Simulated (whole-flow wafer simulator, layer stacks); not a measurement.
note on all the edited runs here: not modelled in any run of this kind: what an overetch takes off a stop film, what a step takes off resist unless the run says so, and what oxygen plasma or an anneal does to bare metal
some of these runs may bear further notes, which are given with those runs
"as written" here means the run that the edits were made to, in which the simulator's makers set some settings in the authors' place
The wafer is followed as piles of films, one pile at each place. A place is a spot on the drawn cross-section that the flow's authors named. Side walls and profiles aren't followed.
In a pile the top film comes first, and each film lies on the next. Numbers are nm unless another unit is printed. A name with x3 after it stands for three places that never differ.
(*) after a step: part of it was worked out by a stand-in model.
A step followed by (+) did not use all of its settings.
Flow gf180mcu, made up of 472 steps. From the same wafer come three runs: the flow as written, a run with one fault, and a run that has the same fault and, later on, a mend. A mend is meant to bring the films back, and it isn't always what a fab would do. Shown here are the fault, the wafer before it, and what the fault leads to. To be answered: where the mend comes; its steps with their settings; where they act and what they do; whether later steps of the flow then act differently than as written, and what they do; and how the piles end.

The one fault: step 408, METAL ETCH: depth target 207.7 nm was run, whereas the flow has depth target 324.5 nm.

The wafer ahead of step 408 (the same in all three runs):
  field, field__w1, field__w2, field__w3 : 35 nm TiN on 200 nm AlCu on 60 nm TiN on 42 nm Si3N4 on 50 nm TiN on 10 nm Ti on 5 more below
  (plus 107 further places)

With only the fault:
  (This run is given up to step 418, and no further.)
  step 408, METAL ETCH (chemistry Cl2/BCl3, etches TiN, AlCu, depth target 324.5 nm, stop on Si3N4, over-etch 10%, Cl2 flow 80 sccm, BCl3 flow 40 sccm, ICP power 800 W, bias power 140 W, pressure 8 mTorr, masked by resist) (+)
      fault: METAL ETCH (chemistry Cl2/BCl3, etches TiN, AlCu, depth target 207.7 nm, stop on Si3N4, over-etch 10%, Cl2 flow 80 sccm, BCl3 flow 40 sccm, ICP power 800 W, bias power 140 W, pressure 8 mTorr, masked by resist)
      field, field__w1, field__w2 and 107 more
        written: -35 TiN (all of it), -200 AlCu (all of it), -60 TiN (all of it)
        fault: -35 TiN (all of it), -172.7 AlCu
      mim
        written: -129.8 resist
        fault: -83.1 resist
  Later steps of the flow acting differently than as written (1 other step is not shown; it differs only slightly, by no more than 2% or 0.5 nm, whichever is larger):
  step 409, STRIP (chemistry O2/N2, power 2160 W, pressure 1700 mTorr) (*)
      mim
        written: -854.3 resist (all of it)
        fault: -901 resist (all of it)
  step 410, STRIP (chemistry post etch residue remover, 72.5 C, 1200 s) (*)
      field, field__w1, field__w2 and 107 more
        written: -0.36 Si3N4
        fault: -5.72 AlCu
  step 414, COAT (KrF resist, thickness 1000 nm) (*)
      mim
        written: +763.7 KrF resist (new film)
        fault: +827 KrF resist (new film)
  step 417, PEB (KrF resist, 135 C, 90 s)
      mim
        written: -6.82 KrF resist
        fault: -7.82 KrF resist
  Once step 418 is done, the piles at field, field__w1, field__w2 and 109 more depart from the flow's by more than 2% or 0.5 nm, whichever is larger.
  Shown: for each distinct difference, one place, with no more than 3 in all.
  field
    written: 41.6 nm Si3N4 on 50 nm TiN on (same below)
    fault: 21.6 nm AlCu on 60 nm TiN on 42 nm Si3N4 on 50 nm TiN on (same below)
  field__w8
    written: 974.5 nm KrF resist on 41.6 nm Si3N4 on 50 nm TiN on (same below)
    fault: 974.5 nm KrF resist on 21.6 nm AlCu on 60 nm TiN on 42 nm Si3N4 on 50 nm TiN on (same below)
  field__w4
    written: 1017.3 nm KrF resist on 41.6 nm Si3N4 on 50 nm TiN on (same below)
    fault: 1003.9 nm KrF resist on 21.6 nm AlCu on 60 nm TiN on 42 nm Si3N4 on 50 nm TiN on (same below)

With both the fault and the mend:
  The mend stands after step 410.
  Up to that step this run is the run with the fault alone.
  step 410a, DEHYDRATE (200 C, 60 s) (the flow's step 401 again)
      leaves every film unchanged at each place that is followed
  step 410b, HMDS (120 C, 60 s) (the flow's step 402 again)
      leaves every film unchanged at each place that is followed
  step 410c, COAT (resist, thickness 1000 nm) (*) (the flow's step 403 again)
      field__w8, m1__w1, iso_ptap_pw and 39 more
        +1000 resist (new film)
      field_sub__w1, field_sub__w5, sd_p, gate_p, active_nat, nw_enc_fld_lv, nw_enc_fld_lv__w3
        +1000.8 resist (new film)
      p_well, sti, spacer, sd_n, mim_1p0, pad, dice_street
        +1000.4 resist (new film)
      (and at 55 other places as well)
  step 410d, SOFTBAKE (resist) (the flow's step 404 again)
      field__w9, nplus_u
        -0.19 resist
      gate_p_hv, gate_p_hv5
        -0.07 resist
      field__w2
        +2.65 resist
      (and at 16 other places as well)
  step 410e, EXPOSE (photomask FuseTop) (the flow's step 405 again)
      leaves every film unchanged at each place that is followed
  step 410f, PEB (resist, 70.3 s) (the flow's step 406 again)
      field, field__w1, field__w5 and 96 more
        -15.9 resist
      field__w2, field__w3, field__w12, pplus_u, ppoly_sal, nw_enc_fld_lv__w4
        -16 resist
      field__w7, ppoly_u, npoly_sal
        -16.1 resist
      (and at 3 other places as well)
  step 410g, DEVELOP (thickness 1000 nm, 60 s) (the flow's step 407 again)
      field__w8, m1__w1, iso_ptap_pw and 39 more
        -984.1 resist (all of it)
      field_sub__w1, field_sub__w5, n_well, sd_p, gate_p, active_nat, nw_enc_fld_lv, nw_enc_fld_lv__w3
        -984.9 resist (all of it)
      p_well, sti, spacer, sd_n, mim_1p0, pad, dice_street
        -984.6 resist (all of it)
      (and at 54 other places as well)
  step 410h, METAL ETCH (chemistry Cl2/BCl3, etches TiN, AlCu, depth target 116.8 nm, stop on Si3N4, over-etch 10%, Cl2 flow 80 sccm, BCl3 flow 40 sccm, ICP power 800 W, bias power 140 W, pressure 8 mTorr, masked by resist) (+) (the flow's step 408 again, with other settings)
      field, field__w1, field__w2 and 107 more
        -21.6 AlCu (all of it), -60 TiN (all of it)
      mim
        -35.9 resist
  step 410i, STRIP (chemistry O2/N2, power 2160 W, pressure 1700 mTorr) (*) (the flow's step 409 again)
      mim
        -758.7 resist (all of it)
  step 410j, STRIP (chemistry post etch residue remover, 72.5 C, 1200 s) (*) (the flow's step 410 again)
      field, field__w1, field__w2 and 107 more
        -0.36 Si3N4
      mim
        -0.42 TiN
  None of the later steps of the flow differs from how it acts as written, at any place that is followed, by more than 2% or 0.5 nm, whichever is larger.
  At the end the piles are close to the flow's at the places that both follow, differing by at most 2% or 0.5 nm, whichever is larger.
